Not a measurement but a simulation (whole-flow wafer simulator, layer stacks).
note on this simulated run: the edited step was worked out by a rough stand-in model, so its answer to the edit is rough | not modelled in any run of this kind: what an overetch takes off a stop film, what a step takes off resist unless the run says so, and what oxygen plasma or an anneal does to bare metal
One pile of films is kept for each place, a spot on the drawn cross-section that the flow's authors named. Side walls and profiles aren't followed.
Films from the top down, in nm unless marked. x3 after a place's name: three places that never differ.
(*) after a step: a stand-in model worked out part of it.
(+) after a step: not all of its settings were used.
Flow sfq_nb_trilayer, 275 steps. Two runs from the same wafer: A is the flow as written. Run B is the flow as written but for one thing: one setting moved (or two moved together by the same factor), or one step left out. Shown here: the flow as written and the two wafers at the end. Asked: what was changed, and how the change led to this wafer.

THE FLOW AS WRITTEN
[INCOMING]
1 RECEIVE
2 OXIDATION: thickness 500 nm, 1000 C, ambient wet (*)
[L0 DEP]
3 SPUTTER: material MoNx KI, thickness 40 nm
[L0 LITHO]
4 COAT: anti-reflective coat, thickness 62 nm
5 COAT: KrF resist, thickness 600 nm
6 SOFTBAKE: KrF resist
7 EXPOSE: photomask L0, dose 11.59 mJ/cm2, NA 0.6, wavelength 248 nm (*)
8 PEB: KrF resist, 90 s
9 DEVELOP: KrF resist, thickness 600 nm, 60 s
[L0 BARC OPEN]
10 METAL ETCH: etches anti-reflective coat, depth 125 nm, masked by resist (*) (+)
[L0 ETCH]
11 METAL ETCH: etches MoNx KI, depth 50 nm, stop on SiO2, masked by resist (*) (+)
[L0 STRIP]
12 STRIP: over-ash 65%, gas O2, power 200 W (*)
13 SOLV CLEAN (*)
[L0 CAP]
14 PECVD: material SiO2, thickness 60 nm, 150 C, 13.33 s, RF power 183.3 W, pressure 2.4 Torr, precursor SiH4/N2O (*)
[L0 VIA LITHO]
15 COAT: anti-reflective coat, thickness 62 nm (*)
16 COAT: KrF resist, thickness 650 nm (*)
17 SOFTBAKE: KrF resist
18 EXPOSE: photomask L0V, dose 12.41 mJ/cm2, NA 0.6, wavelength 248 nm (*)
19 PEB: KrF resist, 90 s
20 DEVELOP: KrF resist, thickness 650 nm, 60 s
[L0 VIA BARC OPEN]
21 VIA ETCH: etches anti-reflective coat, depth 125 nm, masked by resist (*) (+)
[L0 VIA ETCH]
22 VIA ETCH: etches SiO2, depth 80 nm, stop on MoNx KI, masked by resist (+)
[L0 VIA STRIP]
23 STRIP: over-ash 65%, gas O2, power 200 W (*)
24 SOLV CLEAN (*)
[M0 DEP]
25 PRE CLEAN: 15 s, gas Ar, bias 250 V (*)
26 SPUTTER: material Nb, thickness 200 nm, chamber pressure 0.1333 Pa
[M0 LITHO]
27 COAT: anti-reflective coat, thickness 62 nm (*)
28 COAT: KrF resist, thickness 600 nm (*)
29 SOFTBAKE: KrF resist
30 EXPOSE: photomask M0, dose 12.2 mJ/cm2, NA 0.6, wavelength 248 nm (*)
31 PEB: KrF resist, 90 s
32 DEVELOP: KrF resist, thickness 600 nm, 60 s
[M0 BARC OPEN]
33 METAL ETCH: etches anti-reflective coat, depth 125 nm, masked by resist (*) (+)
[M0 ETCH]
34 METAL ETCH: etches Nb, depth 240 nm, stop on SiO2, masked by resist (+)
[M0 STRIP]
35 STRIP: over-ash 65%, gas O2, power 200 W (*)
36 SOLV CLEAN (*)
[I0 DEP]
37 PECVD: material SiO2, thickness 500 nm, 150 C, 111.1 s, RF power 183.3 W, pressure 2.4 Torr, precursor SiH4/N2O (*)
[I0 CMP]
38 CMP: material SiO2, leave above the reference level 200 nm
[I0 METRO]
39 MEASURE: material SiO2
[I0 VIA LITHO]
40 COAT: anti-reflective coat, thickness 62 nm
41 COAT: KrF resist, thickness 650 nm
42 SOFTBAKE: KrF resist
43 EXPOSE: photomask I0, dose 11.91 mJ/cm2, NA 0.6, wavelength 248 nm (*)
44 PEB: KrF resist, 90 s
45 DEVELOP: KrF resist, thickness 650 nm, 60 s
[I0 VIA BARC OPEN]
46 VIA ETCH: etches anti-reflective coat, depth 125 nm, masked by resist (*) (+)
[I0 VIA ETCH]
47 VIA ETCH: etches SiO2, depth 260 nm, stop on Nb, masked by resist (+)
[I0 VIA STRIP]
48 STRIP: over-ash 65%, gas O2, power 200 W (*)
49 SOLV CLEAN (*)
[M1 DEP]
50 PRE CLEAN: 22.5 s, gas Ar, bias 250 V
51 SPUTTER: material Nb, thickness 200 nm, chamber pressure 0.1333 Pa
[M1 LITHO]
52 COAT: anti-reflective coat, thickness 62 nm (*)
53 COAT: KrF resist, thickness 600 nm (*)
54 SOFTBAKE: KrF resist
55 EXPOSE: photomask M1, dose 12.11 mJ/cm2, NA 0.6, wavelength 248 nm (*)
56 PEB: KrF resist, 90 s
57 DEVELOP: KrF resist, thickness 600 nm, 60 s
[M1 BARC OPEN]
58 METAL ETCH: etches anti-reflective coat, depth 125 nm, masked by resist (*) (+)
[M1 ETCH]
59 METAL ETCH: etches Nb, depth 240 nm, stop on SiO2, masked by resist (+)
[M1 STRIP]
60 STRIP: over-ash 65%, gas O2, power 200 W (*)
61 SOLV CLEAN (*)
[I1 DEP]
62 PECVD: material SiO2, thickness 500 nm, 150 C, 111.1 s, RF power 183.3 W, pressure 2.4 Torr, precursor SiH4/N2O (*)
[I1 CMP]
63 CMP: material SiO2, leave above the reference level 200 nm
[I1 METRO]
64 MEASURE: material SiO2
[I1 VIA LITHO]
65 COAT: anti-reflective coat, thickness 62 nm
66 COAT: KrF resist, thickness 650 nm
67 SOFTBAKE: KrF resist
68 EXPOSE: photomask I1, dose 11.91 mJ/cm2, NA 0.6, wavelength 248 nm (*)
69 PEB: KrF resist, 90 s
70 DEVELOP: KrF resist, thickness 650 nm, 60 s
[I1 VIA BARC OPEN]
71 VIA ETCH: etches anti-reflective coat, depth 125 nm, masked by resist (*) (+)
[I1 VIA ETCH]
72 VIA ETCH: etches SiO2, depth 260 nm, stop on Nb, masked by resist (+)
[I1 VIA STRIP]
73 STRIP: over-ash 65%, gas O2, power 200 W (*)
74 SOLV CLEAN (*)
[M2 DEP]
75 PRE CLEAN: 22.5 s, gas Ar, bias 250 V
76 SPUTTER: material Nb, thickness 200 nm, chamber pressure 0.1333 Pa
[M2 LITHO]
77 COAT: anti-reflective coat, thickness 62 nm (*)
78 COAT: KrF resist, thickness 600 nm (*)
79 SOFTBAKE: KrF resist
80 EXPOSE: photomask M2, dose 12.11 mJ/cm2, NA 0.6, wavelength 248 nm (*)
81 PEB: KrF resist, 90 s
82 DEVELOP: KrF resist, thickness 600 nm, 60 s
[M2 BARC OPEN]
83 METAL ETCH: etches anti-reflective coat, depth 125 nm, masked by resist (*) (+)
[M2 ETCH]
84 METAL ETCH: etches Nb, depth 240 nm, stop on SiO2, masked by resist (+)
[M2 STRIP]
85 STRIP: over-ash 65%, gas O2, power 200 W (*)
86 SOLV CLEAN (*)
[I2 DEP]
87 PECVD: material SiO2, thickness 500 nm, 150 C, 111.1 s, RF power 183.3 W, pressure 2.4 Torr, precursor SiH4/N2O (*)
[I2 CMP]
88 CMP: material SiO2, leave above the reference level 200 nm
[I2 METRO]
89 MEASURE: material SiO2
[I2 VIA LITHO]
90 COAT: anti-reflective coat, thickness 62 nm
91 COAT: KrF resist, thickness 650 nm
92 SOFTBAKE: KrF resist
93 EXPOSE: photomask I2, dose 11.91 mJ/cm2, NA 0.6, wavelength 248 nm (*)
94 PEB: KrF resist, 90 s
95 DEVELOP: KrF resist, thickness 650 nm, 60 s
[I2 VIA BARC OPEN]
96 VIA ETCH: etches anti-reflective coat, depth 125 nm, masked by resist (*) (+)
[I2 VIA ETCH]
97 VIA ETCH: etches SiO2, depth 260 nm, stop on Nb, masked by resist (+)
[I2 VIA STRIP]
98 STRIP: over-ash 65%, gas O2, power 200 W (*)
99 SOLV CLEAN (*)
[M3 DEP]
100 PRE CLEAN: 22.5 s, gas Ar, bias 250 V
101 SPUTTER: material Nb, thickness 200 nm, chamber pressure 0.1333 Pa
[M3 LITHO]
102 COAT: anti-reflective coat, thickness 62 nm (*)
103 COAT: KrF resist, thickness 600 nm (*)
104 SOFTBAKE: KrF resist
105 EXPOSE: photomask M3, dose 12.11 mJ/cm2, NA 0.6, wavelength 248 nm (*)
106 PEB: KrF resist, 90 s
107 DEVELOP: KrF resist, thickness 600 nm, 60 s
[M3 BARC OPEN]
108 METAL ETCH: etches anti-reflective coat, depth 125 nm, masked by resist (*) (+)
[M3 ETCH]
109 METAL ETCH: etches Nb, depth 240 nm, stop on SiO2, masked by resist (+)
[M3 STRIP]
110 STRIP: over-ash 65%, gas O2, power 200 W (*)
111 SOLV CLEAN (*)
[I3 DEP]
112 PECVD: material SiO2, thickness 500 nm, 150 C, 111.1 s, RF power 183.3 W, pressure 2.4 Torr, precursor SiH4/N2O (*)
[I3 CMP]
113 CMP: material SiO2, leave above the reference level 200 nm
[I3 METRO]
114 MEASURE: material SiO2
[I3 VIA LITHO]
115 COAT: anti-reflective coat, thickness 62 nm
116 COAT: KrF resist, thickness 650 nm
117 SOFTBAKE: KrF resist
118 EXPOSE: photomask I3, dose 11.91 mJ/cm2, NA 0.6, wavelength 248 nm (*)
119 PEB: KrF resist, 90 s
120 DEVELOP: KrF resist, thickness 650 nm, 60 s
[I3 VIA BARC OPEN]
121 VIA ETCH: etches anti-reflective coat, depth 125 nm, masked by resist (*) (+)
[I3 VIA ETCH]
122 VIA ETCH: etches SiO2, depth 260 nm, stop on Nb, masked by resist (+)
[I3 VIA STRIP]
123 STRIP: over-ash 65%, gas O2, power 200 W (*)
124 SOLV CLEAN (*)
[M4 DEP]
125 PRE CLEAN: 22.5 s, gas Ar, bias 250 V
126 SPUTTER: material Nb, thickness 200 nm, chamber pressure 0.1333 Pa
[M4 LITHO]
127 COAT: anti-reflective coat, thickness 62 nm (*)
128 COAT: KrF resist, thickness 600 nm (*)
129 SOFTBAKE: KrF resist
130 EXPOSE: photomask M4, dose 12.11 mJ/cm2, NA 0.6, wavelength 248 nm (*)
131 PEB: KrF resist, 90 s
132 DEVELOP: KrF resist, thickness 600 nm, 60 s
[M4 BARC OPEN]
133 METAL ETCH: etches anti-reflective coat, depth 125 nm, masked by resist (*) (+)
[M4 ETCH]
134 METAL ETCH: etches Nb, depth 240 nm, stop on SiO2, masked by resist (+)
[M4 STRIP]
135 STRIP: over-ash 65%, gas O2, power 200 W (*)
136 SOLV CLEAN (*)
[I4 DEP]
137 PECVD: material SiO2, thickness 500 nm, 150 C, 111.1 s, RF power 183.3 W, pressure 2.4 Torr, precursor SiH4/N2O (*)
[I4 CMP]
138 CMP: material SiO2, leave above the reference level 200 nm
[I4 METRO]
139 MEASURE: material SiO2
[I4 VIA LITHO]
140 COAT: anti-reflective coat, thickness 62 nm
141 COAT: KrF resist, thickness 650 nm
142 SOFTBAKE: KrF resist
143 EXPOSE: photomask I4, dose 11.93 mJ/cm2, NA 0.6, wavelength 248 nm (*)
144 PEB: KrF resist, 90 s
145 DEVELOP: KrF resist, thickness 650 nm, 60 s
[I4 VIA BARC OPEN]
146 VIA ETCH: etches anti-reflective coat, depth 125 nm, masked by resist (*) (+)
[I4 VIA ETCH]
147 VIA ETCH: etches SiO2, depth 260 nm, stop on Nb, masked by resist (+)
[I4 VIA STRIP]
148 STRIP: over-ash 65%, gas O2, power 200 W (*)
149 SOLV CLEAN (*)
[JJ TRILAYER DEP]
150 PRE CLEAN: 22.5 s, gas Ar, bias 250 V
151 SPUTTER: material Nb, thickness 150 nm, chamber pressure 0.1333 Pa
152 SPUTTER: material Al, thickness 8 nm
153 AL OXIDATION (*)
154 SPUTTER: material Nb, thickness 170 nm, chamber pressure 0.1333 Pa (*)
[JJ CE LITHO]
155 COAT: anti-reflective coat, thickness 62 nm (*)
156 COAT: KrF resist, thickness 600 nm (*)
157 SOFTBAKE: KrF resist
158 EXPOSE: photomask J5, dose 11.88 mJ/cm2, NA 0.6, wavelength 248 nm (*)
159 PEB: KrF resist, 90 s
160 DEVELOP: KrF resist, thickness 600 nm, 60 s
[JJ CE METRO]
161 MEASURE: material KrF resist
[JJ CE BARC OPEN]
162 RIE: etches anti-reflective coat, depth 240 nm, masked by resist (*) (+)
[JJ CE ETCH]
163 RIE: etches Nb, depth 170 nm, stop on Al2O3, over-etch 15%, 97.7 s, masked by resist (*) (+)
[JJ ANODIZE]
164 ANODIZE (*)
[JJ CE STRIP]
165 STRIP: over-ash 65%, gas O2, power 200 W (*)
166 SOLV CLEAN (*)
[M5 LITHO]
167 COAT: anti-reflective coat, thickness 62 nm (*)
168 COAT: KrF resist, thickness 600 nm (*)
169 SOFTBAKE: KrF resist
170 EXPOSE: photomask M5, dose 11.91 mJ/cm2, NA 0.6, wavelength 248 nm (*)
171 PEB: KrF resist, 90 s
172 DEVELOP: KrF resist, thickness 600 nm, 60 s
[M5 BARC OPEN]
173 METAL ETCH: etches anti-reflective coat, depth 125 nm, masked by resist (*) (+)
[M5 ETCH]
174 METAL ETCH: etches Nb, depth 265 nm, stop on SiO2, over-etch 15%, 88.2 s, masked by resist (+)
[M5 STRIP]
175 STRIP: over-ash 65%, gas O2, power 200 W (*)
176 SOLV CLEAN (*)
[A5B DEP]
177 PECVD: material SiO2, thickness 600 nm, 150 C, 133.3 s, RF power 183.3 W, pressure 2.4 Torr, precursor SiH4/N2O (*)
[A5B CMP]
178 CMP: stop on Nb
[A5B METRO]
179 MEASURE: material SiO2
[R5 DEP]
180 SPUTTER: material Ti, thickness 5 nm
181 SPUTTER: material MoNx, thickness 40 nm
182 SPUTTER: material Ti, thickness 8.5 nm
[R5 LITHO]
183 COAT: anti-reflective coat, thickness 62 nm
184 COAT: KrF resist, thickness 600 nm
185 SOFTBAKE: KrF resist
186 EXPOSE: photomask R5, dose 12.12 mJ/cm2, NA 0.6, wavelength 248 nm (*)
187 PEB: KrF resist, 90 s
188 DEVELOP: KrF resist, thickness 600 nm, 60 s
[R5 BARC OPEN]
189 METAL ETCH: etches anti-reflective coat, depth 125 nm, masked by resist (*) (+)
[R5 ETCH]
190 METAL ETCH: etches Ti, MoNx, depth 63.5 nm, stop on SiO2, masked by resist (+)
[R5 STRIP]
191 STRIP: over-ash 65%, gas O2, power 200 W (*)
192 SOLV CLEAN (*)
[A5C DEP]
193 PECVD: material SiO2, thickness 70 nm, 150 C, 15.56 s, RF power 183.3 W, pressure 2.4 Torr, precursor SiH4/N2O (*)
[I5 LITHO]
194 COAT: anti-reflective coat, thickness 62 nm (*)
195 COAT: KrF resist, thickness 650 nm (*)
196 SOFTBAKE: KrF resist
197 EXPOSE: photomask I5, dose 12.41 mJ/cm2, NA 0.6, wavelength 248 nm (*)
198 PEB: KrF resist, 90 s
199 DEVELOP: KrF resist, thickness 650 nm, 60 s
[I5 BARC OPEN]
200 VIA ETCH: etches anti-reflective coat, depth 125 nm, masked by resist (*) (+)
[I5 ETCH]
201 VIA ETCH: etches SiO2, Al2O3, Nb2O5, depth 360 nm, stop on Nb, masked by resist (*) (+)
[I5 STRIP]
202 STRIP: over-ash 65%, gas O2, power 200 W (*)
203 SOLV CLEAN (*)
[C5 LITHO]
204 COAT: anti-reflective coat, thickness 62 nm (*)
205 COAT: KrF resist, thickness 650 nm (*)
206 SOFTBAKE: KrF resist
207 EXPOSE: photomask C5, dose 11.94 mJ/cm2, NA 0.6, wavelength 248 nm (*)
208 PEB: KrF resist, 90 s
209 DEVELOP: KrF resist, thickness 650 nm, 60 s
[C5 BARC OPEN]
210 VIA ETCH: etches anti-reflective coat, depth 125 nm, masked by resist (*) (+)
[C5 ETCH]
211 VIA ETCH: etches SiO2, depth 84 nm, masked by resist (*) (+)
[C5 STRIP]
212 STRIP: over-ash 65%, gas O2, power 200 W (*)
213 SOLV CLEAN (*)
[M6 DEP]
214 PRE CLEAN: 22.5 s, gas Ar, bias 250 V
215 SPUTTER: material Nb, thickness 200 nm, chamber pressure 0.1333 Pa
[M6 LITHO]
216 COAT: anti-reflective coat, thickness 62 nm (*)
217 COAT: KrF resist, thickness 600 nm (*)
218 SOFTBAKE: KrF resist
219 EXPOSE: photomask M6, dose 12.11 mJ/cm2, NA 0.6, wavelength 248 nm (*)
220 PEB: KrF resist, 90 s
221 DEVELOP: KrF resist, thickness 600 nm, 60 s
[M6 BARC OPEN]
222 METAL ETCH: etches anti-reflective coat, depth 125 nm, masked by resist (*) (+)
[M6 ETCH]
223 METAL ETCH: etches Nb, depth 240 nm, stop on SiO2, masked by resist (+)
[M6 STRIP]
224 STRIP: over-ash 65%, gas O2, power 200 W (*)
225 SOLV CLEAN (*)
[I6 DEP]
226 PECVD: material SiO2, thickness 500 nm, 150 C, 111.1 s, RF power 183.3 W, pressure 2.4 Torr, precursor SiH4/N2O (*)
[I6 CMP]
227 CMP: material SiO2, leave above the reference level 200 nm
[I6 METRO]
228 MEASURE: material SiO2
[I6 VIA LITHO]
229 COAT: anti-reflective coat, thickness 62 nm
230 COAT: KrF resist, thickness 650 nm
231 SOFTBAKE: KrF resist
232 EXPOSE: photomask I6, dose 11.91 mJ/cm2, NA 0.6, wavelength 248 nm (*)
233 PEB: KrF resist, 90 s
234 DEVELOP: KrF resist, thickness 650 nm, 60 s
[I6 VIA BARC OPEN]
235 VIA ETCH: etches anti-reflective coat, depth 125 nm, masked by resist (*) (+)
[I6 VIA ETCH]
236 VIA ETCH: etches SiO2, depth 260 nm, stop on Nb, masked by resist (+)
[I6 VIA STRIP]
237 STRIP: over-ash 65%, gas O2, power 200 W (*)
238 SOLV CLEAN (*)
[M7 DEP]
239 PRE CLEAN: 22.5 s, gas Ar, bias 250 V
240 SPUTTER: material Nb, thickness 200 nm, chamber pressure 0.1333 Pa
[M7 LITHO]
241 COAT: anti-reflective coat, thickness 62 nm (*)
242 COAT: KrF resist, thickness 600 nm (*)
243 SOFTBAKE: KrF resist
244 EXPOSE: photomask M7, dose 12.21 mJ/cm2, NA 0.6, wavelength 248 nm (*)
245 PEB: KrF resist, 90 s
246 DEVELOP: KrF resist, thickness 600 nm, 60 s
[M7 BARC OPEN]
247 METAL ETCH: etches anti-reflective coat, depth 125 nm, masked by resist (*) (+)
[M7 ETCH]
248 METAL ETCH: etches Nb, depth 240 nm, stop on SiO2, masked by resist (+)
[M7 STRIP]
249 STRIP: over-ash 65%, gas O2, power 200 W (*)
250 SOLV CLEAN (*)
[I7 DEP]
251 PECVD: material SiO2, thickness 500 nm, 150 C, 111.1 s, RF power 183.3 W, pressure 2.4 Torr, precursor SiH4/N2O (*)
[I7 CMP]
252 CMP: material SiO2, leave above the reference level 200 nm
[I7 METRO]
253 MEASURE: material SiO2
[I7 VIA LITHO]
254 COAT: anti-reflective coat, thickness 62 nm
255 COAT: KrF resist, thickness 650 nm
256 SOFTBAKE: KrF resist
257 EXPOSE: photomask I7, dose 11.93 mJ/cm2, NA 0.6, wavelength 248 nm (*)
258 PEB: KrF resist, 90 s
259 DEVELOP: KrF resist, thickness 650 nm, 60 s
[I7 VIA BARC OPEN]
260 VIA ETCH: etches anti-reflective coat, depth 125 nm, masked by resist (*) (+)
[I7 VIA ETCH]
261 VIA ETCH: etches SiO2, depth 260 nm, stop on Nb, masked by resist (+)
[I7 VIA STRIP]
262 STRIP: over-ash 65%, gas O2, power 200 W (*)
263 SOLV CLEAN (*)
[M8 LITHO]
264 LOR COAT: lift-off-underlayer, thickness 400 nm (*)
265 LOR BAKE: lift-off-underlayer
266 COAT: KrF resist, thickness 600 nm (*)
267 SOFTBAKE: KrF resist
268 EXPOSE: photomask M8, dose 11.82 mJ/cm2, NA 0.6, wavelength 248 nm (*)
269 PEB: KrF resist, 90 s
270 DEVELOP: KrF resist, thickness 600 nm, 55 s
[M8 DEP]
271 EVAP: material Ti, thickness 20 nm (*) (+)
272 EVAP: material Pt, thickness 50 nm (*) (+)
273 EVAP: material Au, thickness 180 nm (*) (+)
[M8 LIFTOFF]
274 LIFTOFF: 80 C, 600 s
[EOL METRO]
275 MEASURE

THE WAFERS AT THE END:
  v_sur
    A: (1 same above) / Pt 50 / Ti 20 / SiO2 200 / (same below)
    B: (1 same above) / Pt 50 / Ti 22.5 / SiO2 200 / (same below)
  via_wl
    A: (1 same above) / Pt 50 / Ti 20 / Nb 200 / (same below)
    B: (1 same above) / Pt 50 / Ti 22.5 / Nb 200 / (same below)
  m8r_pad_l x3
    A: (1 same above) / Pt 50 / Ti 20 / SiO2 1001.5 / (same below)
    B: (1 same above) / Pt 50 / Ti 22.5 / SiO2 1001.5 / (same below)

The cause: step 271, EVAP: thickness 22.5 nm was run, where the flow has thickness 20 nm.
It can be read off the wafer: v_sur has Ti 22.5, and step 271 as written asks for 20 nm.

How the change led to this, step by step:
  271 EVAP: material Ti, thickness 20 nm (*) (+)
      field_l, v_sur, via_wl and 103 more: A Ti +20 (new film) | B Ti +22.5 (new film)
  274 LIFTOFF: 80 C, 600 s
      p4_fl x3, p4_w1 x9, p4_g1 x2 and 60 more: A Au -180 (all of it), Pt -50 (all of it), Ti -20 (all of it), KrF resist -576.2 (all of it), lift-off-underlayer -400 (all of it) | B Au -180 (all of it), Pt -50 (all of it), Ti -22.5 (all of it), KrF resist -576.2 (all of it), lift-off-underlayer -400 (all of it)
      c5j, ce_r: A Au -180 (all of it), Pt -50 (all of it), Ti -20 (all of it), KrF resist -573.3 (all of it), lift-off-underlayer -399.3 (all of it) | B Au -180 (all of it), Pt -50 (all of it), Ti -22.5 (all of it), KrF resist -573.3 (all of it), lift-off-underlayer -399.3 (all of it)
      (and at 19 more places)
